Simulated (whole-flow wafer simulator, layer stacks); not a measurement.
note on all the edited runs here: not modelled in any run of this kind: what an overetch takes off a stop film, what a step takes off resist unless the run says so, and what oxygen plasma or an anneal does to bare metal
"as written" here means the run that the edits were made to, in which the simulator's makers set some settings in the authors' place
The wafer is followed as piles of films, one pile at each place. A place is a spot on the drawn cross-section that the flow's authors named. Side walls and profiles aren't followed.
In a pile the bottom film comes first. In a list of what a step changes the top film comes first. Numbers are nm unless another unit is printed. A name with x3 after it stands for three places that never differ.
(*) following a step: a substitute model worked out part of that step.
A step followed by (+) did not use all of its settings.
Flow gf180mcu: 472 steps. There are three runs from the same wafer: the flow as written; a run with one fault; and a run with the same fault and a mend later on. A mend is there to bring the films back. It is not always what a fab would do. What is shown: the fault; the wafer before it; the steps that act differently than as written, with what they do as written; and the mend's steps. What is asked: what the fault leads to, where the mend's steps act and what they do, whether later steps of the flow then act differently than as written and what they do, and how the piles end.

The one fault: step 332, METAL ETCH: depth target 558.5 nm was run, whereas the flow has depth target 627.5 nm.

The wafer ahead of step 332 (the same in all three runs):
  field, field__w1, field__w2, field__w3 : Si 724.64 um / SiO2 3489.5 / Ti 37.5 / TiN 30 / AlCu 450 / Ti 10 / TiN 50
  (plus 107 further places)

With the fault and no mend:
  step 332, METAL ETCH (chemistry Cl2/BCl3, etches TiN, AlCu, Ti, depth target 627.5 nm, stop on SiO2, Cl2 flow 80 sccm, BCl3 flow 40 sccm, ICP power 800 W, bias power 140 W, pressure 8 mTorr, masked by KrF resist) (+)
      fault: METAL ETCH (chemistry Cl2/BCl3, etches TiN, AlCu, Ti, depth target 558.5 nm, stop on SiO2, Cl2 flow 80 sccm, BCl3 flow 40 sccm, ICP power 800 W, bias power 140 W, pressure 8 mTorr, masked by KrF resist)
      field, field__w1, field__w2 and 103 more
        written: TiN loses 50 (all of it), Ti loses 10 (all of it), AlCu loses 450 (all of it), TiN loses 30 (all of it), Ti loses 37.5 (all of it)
        fault: TiN loses 50 (all of it), Ti loses 10 (all of it), AlCu loses 450 (all of it), TiN loses 30 (all of it), Ti loses 18.5
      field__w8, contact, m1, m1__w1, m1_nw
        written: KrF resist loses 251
        fault: KrF resist loses 223.4
  Steps further on in the flow that do not act as written:
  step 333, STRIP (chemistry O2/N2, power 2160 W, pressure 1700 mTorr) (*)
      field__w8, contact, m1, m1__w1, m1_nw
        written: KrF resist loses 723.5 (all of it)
        fault: KrF resist loses 751.1 (all of it)
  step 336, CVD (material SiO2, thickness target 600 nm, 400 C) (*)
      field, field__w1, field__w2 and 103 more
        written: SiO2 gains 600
        fault: SiO2 gains 600 (new film)
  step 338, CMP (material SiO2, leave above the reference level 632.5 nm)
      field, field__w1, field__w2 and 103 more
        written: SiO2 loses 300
        fault: SiO2 loses 319
  At field, field__w1, field__w2 and 104 more, the piles at the end differ from the flow's by more than 2% or 0.5 nm, whichever is larger.
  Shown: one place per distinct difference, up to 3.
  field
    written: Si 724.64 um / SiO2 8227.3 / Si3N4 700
    fault: Si 724.64 um / SiO2 3489.5 / Ti 19 / SiO2 4718.8 / Si3N4 700
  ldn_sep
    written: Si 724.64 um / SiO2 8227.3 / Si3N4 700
    fault: Si 724.64 um / SiO2 3489.4 / Ti 19 / SiO2 4718.8 / Si3N4 700
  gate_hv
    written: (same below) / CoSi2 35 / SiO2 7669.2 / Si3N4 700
    fault: (same below) / CoSi2 35 / SiO2 2931.3 / Ti 19 / SiO2 4718.8 / Si3N4 700

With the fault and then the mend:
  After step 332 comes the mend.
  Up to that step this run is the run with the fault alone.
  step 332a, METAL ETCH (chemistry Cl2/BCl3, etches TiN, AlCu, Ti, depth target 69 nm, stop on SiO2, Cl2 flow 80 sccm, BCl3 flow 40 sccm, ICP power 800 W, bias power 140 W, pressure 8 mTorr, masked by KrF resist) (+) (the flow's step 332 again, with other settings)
      field, field__w1, field__w2 and 103 more
        Ti loses 19 (all of it)
      field__w8, contact, m1, m1__w1, m1_nw
        KrF resist loses 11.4
  Steps further on in the flow that do not act as written:
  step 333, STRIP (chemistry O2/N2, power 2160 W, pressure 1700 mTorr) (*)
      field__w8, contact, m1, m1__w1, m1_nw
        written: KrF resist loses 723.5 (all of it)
        mend: KrF resist loses 739.7 (all of it)
  By the end, the piles equal the flow's at every place that both follow.
